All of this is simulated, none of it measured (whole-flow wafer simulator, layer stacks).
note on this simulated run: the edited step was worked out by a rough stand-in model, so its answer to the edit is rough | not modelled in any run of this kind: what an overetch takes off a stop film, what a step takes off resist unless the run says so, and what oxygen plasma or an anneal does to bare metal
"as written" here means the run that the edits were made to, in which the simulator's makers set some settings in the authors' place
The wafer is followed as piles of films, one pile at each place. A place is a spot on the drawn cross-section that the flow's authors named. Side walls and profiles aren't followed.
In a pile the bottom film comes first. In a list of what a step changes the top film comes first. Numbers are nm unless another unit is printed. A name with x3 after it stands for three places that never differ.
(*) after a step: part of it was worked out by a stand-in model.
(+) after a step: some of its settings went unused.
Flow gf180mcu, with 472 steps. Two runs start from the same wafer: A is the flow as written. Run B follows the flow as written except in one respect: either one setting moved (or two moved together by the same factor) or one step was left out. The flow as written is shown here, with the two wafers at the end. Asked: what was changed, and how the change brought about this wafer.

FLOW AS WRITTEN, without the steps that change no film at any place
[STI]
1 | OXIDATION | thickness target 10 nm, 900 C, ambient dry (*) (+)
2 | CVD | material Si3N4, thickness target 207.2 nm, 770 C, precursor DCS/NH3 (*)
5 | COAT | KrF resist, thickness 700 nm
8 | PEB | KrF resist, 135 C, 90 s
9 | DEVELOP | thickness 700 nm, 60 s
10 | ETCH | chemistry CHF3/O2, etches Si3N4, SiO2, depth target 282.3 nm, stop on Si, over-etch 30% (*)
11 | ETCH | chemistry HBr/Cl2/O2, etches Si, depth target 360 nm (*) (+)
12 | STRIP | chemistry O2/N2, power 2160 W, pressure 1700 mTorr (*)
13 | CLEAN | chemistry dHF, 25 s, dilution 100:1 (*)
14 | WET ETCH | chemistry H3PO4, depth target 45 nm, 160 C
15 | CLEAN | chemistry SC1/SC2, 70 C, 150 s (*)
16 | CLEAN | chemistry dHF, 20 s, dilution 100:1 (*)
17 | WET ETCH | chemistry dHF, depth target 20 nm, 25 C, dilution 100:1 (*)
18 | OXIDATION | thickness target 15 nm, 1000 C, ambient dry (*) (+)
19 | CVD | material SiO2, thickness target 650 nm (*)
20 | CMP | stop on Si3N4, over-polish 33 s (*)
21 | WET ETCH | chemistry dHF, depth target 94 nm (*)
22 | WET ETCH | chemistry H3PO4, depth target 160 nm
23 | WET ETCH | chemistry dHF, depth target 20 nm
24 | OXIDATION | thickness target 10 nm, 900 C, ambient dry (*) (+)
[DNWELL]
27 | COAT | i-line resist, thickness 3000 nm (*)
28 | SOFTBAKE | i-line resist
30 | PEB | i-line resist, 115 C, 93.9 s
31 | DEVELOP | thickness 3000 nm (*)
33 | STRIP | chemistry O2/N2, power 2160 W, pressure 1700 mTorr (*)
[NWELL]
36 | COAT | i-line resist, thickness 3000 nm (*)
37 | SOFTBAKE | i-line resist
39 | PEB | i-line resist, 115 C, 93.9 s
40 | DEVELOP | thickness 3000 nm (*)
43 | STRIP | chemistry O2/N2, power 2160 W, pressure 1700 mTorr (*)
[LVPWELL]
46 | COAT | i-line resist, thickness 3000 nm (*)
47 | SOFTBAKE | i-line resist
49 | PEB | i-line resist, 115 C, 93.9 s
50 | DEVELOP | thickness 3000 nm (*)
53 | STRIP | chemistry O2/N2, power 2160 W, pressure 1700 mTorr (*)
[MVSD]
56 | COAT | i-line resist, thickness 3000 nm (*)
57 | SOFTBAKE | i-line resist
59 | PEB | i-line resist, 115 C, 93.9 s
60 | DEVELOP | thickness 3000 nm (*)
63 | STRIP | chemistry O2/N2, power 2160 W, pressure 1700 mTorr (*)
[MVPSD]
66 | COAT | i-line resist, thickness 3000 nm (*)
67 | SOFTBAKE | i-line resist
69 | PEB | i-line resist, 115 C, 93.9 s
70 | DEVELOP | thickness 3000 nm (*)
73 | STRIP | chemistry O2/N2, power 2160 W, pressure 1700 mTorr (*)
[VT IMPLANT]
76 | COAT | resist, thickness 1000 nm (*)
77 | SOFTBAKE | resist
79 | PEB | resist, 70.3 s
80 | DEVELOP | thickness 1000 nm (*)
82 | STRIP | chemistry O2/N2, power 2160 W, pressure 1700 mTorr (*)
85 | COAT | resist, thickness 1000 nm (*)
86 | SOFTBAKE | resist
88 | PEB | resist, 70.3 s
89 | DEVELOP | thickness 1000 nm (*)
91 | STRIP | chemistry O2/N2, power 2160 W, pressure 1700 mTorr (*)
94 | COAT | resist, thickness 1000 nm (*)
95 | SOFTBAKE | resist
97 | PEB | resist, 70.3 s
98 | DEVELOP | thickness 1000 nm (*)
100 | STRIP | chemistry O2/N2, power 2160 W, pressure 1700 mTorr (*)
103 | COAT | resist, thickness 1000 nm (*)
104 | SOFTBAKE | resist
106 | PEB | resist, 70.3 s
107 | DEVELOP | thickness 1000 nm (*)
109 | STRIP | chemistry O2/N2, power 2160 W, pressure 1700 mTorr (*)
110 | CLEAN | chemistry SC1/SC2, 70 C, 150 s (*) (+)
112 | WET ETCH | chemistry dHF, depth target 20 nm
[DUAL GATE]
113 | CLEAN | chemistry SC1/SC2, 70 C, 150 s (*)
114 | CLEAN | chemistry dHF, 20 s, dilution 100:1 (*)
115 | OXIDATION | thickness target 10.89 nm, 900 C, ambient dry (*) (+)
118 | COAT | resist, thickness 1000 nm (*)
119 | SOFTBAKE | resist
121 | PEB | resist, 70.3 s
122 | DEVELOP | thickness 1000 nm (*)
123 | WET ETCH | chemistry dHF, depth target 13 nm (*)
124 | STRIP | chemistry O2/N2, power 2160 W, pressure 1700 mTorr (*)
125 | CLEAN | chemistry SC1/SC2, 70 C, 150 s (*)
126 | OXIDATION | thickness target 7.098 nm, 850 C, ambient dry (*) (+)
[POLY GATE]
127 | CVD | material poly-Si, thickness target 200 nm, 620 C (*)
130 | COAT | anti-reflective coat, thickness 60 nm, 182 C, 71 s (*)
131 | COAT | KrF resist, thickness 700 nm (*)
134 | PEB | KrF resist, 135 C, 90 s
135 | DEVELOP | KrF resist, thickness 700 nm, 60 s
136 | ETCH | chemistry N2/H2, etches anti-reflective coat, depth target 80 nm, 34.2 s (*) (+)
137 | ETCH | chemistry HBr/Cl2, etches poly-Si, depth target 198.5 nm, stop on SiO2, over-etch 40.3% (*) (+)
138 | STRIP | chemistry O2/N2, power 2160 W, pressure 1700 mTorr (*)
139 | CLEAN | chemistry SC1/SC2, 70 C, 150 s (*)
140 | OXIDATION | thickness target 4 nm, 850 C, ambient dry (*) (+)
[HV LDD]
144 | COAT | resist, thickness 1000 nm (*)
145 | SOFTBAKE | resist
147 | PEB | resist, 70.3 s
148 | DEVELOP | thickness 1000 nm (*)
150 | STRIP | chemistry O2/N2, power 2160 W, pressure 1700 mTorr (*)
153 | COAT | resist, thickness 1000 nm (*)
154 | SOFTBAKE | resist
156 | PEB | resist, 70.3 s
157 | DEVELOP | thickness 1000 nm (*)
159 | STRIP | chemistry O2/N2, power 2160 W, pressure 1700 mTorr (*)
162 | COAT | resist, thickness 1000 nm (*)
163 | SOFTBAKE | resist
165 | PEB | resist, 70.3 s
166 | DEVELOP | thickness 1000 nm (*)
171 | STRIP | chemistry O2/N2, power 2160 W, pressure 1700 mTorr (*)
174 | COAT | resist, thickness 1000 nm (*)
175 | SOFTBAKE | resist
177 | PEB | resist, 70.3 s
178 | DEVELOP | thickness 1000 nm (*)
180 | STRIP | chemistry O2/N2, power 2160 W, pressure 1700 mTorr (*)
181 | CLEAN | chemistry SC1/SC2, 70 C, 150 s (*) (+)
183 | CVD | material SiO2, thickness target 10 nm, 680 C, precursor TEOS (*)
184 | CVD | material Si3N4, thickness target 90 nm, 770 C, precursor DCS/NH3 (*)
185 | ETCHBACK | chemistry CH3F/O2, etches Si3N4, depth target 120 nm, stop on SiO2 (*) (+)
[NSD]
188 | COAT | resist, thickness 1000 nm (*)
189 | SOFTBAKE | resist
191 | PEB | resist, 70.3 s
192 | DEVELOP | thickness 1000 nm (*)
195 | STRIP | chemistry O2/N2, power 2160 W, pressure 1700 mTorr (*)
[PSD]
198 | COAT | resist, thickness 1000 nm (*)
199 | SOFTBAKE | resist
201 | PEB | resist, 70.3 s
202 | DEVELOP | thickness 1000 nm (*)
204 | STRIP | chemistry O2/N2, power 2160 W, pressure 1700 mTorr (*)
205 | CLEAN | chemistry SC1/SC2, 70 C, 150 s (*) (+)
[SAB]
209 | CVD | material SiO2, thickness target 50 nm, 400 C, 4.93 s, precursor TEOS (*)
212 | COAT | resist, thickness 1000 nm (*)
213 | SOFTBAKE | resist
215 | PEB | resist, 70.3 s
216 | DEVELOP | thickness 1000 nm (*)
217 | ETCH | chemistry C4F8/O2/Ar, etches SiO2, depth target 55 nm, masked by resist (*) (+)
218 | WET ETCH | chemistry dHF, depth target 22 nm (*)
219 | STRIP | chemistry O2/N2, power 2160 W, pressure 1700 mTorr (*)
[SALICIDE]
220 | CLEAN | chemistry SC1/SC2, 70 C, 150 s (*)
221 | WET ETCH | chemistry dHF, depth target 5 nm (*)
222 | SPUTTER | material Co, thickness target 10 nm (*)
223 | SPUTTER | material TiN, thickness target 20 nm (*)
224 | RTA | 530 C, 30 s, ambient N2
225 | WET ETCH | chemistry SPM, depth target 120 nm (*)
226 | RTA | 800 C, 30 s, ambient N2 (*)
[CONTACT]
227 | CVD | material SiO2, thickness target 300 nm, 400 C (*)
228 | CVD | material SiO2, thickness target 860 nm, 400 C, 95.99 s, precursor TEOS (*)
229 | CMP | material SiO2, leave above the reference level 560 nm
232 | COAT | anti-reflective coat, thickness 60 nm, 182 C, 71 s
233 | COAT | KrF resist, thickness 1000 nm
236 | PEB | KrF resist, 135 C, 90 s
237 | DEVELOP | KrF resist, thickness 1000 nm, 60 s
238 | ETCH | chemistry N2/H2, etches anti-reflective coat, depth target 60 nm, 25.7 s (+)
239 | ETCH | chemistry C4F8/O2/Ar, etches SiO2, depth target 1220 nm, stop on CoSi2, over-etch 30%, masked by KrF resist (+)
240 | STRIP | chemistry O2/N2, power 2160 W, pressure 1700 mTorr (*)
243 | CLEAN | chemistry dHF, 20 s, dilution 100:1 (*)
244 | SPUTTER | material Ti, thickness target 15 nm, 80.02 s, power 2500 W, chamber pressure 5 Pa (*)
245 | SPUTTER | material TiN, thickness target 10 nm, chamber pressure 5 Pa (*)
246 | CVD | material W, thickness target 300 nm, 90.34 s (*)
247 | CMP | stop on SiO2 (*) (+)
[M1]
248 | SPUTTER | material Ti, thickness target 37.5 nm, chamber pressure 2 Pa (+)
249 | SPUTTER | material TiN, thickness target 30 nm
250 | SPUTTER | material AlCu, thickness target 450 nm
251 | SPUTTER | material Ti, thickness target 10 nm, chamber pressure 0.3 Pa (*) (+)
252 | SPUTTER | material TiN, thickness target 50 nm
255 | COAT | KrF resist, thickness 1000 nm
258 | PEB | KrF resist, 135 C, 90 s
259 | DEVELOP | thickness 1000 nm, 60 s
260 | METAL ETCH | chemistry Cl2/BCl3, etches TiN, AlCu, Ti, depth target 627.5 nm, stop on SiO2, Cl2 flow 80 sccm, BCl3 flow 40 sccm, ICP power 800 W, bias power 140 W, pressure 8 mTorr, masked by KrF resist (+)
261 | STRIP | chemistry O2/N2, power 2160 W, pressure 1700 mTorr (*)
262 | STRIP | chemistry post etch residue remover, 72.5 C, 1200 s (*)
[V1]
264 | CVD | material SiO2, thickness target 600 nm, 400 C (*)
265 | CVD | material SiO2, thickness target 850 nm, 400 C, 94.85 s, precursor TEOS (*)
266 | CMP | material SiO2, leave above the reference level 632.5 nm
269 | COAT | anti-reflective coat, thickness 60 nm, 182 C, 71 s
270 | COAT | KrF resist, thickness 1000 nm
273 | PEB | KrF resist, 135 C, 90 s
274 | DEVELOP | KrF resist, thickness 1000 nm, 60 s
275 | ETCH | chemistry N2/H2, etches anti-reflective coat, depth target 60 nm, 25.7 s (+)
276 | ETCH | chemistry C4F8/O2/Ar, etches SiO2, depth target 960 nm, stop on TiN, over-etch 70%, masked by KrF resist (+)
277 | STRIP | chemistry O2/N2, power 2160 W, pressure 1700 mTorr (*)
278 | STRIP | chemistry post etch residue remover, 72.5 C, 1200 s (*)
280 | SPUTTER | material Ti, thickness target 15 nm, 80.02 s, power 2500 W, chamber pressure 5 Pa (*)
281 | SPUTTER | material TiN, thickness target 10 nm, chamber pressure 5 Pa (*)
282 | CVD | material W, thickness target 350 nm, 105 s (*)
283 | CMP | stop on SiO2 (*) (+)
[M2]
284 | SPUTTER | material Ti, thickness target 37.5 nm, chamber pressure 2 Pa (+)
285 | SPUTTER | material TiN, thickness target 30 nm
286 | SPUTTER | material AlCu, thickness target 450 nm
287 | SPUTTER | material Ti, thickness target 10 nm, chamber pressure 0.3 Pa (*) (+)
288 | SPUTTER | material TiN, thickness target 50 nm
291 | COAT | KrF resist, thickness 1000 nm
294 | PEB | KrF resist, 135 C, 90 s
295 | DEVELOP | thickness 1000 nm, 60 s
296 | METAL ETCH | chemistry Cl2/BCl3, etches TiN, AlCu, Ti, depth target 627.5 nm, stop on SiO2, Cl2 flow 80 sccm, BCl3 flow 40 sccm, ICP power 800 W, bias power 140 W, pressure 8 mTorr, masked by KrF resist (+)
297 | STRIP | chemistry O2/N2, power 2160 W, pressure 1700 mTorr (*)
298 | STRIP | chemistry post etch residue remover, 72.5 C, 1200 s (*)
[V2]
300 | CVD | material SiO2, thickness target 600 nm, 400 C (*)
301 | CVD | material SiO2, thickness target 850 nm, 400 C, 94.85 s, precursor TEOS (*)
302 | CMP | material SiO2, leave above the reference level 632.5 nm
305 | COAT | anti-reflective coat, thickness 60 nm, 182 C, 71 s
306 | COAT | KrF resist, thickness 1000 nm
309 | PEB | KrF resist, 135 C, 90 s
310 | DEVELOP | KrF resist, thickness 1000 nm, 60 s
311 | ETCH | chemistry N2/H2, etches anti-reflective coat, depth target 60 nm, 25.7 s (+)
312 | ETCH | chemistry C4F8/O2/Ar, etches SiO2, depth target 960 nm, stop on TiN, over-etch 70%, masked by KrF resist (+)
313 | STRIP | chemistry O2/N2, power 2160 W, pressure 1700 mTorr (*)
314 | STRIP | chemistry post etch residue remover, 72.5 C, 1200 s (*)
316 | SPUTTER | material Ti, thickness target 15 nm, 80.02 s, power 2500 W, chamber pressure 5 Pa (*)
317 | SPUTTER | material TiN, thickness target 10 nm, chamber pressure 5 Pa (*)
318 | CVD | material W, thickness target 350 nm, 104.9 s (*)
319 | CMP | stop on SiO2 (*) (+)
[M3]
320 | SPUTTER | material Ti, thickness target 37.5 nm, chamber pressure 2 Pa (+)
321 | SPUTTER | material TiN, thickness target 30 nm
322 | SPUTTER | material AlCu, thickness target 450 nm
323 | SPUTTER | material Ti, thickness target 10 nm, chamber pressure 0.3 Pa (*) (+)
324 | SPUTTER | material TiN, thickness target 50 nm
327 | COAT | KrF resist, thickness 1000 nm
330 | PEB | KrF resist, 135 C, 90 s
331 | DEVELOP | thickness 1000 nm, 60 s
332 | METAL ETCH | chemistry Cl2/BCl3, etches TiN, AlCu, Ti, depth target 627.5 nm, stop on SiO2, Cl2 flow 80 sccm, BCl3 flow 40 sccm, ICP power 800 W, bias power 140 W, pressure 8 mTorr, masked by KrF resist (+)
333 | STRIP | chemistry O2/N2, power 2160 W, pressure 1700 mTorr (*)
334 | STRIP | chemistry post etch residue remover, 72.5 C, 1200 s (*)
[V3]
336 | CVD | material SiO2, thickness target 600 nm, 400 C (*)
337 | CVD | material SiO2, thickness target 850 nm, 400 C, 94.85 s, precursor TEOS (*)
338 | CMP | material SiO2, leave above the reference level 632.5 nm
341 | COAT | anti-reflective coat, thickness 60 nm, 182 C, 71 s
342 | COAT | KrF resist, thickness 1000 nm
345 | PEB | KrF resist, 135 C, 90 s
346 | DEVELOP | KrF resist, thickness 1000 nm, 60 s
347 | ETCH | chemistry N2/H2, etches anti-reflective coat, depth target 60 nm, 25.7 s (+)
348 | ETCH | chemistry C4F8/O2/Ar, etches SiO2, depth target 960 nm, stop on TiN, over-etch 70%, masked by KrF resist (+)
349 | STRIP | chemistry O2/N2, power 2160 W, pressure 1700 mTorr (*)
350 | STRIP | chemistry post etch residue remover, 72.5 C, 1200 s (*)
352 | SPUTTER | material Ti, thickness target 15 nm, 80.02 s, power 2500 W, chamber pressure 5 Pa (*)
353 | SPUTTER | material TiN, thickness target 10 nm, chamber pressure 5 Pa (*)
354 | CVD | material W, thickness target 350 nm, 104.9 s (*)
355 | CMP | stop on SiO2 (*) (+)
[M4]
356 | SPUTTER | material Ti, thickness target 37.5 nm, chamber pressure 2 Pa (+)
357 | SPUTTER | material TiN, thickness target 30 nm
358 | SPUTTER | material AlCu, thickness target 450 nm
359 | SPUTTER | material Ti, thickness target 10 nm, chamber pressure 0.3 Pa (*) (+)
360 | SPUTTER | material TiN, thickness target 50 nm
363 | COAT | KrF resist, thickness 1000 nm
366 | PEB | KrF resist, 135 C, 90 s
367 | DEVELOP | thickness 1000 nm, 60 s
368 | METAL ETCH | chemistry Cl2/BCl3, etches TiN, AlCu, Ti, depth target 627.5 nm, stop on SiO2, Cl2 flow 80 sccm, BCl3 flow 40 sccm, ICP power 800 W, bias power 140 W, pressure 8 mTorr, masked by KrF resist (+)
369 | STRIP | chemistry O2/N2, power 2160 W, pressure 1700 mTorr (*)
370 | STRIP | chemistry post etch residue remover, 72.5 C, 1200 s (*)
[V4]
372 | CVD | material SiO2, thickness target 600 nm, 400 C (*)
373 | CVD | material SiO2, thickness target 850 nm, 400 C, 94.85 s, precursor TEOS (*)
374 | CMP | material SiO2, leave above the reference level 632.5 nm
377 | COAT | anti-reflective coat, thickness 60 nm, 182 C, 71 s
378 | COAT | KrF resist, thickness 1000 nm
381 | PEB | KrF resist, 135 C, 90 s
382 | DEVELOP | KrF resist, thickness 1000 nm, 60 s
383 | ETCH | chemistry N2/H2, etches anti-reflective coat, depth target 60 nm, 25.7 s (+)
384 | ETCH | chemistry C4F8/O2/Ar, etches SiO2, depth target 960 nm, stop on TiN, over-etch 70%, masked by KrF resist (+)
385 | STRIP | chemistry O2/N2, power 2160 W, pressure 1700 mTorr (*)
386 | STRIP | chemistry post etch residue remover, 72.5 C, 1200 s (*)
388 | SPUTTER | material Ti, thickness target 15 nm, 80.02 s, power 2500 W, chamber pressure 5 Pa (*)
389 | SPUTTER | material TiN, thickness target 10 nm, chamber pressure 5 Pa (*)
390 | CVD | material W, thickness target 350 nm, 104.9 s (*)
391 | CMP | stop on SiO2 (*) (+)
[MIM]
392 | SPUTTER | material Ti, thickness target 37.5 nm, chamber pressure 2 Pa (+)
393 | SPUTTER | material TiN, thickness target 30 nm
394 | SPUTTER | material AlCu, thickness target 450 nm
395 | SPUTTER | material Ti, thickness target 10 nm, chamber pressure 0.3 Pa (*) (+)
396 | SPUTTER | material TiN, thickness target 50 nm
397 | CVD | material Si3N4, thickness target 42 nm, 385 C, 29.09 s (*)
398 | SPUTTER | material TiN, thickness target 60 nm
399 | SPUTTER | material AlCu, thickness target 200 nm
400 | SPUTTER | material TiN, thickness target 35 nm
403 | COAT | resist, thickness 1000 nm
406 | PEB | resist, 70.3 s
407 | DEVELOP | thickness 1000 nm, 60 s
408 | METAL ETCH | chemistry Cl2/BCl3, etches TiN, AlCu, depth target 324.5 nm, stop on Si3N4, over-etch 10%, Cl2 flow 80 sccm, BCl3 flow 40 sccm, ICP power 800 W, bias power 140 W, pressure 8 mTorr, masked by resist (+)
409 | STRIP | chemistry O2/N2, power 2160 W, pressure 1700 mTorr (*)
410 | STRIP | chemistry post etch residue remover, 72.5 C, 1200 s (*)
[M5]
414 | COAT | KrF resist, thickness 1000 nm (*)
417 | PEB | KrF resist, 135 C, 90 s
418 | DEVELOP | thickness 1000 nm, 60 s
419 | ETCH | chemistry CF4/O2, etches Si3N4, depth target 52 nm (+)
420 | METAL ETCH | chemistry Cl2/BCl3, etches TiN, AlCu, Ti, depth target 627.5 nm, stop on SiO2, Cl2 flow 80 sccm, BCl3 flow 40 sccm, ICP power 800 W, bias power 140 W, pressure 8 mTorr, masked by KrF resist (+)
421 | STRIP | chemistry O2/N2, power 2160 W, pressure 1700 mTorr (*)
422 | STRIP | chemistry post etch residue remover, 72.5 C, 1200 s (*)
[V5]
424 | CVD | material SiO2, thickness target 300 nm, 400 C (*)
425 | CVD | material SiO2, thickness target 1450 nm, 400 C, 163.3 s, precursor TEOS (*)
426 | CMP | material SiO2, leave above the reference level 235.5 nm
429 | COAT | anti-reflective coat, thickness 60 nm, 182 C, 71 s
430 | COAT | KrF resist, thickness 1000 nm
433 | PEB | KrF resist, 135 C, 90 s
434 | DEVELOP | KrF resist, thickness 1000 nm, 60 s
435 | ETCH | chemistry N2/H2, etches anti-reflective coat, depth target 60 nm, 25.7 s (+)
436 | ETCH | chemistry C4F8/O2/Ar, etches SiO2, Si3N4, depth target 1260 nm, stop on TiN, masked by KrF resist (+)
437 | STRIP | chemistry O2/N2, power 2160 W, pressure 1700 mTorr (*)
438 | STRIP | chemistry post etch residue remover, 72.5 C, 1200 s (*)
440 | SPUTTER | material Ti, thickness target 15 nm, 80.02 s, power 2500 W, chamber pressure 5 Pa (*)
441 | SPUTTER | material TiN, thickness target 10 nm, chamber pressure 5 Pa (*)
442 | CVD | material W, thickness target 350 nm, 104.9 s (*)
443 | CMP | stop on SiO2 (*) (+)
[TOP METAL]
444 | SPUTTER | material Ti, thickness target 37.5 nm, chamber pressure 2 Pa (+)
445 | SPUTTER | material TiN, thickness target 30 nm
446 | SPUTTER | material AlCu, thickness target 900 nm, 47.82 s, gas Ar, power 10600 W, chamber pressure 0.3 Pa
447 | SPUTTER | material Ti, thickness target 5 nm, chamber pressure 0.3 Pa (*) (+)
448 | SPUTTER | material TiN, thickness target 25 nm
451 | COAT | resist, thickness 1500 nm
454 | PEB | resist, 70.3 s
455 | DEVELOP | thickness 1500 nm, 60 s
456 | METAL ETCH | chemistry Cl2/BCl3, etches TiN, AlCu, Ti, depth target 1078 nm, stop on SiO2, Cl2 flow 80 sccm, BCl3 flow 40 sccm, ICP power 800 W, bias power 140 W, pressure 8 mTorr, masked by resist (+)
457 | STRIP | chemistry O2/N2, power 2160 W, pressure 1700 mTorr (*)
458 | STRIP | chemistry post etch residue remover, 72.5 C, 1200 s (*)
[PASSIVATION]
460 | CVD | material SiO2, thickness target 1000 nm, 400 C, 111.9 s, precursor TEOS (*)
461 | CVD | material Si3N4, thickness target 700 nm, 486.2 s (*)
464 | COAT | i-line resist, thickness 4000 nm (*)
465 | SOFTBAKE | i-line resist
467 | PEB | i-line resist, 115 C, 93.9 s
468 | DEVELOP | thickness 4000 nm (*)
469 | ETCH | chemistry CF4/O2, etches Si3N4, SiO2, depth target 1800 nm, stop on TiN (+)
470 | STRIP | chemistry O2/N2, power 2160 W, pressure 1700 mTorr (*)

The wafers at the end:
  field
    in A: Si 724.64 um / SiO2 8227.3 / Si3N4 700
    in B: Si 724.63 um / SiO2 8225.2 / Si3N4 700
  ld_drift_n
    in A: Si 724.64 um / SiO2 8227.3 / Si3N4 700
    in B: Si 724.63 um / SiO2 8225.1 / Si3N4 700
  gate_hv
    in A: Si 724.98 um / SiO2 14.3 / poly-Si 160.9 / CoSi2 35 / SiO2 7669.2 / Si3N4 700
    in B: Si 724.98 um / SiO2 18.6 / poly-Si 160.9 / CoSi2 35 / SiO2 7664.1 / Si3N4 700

Cause: step 126, OXIDATION: 914 C was run, whereas the flow has 850 C.

How this came from the change, step by step:
  126 | OXIDATION | thickness target 7.098 nm, 850 C, ambient dry (*) (+)
      gate_hv, active_hv, active_nat and 25 more: A +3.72 SiO2, -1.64 Si | B +8.05 SiO2, -3.54 Si
      active, n_well, p_well and 12 more: A +7.1 SiO2 (new film), -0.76 chemical SiO2 (all of it), -2.79 Si | B +13.1 SiO2 (new film), -0.76 chemical SiO2 (all of it), -5.43 Si
      (as well as at 49 more places)
  130 | COAT | anti-reflective coat, thickness 60 nm, 182 C, 71 s (*)
      p_well, spacer, sd_n: A +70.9 anti-reflective coat (new film) | B +68.7 anti-reflective coat (new film)
      ld_fp_p, ld_drift_p: A +47.8 anti-reflective coat (new film) | B +48.8 anti-reflective coat (new film)
      (as well as at 15 more places)
  136 | ETCH | chemistry N2/H2, etches anti-reflective coat, depth target 80 nm, 34.2 s (*) (+)
      p_well, spacer, sd_n: A -70.9 anti-reflective coat (all of it), -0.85 poly-Si | B -68.7 anti-reflective coat (all of it), -0.91 poly-Si
      ldn_dft, ldp_dft: A -48.7 anti-reflective coat (all of it), -1.42 poly-Si | B -49.7 anti-reflective coat (all of it), -1.39 poly-Si
      (as well as at 12 more places)
  138 | STRIP | chemistry O2/N2, power 2160 W, pressure 1700 mTorr (*)
      ld_fp_p: A +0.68 chemical SiO2 (new film), -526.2 KrF resist (all of it), -47.8 anti-reflective coat (all of it), -0.3 poly-Si | B +0.68 chemical SiO2 (new film), -526.1 KrF resist (all of it), -48.8 anti-reflective coat (all of it), -0.3 poly-Si
      ldn_fp: A +0.68 chemical SiO2 (new film), -530.2 KrF resist (all of it), -48.5 anti-reflective coat (all of it), -0.3 poly-Si | B +0.68 chemical SiO2 (new film), -530 KrF resist (all of it), -49.5 anti-reflective coat (all of it), -0.3 poly-Si
      (as well as at 1 more place)
  189 | SOFTBAKE | resist
      active_hv: A +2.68 resist | B -0.54 resist
      active_nat: A +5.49 resist | B +9.34 resist
  199 | SOFTBAKE | resist
      active_hv: A +2.68 resist | B -0.54 resist
      active_nat: A +5.49 resist | B +9.34 resist
  218 | WET ETCH | chemistry dHF, depth target 22 nm (*)
      active, p_well, sd_n, iso_ptap_pw, iso_ntap_nw, iso_ptap_sub, vpnp_e: A -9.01 SiO2 (all of it) | B -14.9 SiO2 (all of it)
      ldn_tap, ldn_src, ldn_drn, ldp_tap, ldp_src, ldp_drn, ldp_gr: A -16 SiO2 (all of it) | B -20.3 SiO2 (all of it)
      (as well as at 9 more places)
